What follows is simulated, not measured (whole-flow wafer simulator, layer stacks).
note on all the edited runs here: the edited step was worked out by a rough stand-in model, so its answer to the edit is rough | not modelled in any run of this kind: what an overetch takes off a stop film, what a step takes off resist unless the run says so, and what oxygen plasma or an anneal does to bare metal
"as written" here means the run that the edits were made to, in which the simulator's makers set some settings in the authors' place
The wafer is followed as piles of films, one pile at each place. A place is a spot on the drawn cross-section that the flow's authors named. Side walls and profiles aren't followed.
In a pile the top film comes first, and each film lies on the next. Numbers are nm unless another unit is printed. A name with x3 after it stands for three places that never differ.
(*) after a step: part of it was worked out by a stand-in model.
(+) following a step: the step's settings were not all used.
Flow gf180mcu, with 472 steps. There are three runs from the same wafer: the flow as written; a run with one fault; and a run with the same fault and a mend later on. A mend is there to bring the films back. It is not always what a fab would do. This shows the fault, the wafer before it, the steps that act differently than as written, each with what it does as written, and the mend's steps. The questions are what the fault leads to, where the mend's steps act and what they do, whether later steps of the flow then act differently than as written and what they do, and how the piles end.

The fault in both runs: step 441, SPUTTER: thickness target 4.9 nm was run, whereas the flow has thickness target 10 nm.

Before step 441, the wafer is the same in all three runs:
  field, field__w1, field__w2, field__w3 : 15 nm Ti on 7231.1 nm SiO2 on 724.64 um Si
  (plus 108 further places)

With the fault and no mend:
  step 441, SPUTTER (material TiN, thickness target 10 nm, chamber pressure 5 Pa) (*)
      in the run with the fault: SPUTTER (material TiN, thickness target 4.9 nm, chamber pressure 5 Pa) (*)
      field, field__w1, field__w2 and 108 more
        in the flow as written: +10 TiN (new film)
        in the run with the fault: +4.9 TiN (new film)
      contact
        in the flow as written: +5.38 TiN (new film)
        in the run with the fault: +2.64 TiN (new film)
  Steps further on in the flow that do not act as written (1 more step, not shown, differs only slightly: by at most 2% or 0.5 nm, whichever is larger):
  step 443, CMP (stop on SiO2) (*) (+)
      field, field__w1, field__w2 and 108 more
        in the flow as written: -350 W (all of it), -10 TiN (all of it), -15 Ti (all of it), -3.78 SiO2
        in the run with the fault: -350 W (all of it), -4.9 TiN (all of it), -15 Ti (all of it), -3.73 SiO2
  By the end, the piles at contact depart from the flow's by more than 2% or 0.5 nm, whichever is larger.
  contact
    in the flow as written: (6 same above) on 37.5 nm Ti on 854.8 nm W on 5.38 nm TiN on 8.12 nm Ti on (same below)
    in the run with the fault: (6 same above) on 37.5 nm Ti on 857.6 nm W on 2.64 nm TiN on 8.12 nm Ti on (same below)

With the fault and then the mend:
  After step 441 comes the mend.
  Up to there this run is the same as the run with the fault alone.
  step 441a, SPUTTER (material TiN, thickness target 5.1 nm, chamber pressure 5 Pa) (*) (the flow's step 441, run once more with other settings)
      field, field__w1, field__w2 and 108 more
        +5.1 TiN
      contact
        +2.74 TiN
  None of the later steps of the flow acts differently than as written at any place that is followed.
  The piles end the same as the flow's at every place that both follow.
